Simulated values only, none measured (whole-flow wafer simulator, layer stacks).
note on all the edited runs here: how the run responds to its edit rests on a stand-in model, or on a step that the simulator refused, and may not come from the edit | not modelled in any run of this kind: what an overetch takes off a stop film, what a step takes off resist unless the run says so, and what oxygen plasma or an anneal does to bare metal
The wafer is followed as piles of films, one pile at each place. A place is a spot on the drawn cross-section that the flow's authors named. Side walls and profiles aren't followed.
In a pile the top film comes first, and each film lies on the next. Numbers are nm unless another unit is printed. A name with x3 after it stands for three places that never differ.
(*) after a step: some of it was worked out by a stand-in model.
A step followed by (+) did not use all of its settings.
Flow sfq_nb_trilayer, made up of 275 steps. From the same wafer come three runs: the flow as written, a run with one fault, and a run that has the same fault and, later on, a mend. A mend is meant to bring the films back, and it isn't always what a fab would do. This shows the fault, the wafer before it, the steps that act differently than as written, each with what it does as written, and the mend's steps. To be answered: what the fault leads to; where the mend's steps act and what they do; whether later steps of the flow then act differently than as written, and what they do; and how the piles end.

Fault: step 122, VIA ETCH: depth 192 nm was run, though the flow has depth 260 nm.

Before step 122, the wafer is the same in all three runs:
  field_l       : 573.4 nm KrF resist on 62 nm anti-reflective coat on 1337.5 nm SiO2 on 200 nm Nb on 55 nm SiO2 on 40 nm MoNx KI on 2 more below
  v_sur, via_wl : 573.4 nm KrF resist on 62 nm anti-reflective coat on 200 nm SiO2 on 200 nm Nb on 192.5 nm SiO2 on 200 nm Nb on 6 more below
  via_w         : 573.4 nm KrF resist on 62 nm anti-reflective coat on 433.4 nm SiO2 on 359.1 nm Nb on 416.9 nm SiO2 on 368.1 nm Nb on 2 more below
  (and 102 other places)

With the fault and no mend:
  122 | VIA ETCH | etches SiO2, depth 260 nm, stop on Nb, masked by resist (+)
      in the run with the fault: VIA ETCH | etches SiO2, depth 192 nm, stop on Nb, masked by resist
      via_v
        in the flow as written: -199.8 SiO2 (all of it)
        in the run with the fault: -192 SiO2
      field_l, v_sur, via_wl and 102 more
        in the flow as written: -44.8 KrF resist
        in the run with the fault: -33.1 KrF resist
  Steps later in the flow that act otherwise than as written (3 more steps, not shown, differ only slightly: by at most 2% or 0.5 nm, whichever is larger):
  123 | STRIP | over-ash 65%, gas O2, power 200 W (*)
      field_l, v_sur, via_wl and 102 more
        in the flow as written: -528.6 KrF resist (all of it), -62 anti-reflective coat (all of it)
        in the run with the fault: -540.3 KrF resist (all of it), -62 anti-reflective coat (all of it)
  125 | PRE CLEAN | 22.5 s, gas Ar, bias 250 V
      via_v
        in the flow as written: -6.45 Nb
        in the run with the fault: -7.5 SiO2
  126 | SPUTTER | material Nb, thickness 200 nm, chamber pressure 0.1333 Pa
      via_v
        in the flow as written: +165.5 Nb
        in the run with the fault: +167 Nb (new film)
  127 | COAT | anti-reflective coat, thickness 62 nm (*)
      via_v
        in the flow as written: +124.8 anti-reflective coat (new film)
        in the run with the fault: +116.5 anti-reflective coat (new film)
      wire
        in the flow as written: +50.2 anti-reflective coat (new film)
        in the run with the fault: +48.4 anti-reflective coat (new film)
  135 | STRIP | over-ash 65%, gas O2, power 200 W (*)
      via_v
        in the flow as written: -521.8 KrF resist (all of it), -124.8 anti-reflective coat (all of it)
        in the run with the fault: -521.2 KrF resist (all of it), -116.5 anti-reflective coat (all of it)
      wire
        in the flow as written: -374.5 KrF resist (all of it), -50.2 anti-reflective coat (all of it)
        in the run with the fault: -375.7 KrF resist (all of it), -48.4 anti-reflective coat (all of it)
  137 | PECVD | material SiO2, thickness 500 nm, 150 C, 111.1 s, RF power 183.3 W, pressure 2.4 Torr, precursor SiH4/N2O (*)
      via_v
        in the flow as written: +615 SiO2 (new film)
        in the run with the fault: +582.2 SiO2 (new film)
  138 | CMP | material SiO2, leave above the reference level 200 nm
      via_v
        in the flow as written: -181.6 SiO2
        in the run with the fault: -157.1 SiO2
  By the end, the piles at via_v depart from the flow's by more than 2% or 0.5 nm, whichever is larger.
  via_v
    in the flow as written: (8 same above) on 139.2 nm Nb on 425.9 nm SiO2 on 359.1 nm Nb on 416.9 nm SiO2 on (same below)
    in the run with the fault: (8 same above) on 139.2 nm Nb on 417.6 nm SiO2 on 167 nm Nb on 0.34 nm SiO2 on 200 nm Nb on 416.9 nm SiO2 on (same below)

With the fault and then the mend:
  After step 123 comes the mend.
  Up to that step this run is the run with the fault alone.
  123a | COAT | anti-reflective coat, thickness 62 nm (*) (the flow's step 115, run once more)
      p4_fl x3, p4_w1 x9, p4_g1 x2 and 63 more
        +62 anti-reflective coat (new film)
      lsp_l, ln_m5, lsp_m, ln_m6, lsp_r, l0_sur, l0v
        +61.8 anti-reflective coat (new film)
      r_sur, res, r_end, moat, field_r
        +61.7 anti-reflective coat (new film)
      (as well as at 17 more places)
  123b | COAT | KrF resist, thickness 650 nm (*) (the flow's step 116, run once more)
      p4_fl x3, p4_w1 x9, p4_g1 x2 and 63 more
        +650 KrF resist (new film)
      ln_m5, lsp_m, ln_m6, lsp_r, l0_sur, l0v
        +649.6 KrF resist (new film)
      moat, field_r, lsp_l
        +649.5 KrF resist (new film)
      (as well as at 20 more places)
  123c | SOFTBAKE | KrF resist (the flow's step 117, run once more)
      leaves every film unchanged at each place that is followed
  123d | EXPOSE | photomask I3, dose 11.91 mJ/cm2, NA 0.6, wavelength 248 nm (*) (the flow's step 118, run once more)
      leaves every film unchanged at each place that is followed
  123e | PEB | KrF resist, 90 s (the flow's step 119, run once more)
      sp_r, be_r, r_sur and 88 more
        -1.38 KrF resist
      field_l, v_sur, via_wl and 8 more
        -1.37 KrF resist
      via_wr, via_sp, be
        -1.36 KrF resist
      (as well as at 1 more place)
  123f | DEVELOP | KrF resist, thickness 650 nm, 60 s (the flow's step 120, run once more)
      field_l, v_sur, via_wl and 102 more
        -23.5 KrF resist
      via_v
        -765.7 KrF resist (all of it)
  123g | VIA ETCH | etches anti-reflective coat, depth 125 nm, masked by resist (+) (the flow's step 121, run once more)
      field_l, v_sur, via_wl and 102 more
        -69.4 KrF resist
      via_v
        -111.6 anti-reflective coat (all of it), -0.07 SiO2
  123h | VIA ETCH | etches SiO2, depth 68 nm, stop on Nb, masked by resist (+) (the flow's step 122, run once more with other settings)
      field_l, v_sur, via_wl and 102 more
        -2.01 KrF resist
      via_v
        -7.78 SiO2 (all of it)
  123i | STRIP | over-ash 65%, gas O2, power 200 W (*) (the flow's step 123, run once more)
      p4_fl x3, p4_w1 x9, p4_g1 x2 and 63 more
        -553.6 KrF resist (all of it), -62 anti-reflective coat (all of it)
      lsp_l, ln_m5, lsp_m, ln_m6, lsp_r, l0_sur, l0v
        -553.2 KrF resist (all of it), -61.8 anti-reflective coat (all of it)
      ce_r, sp_r
        -552.7 KrF resist (all of it), -61.6 anti-reflective coat (all of it)
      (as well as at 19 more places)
  None of the later steps of the flow acts differently than as written at any place that is followed.
  The piles end the same as the flow's at every place that both follow.
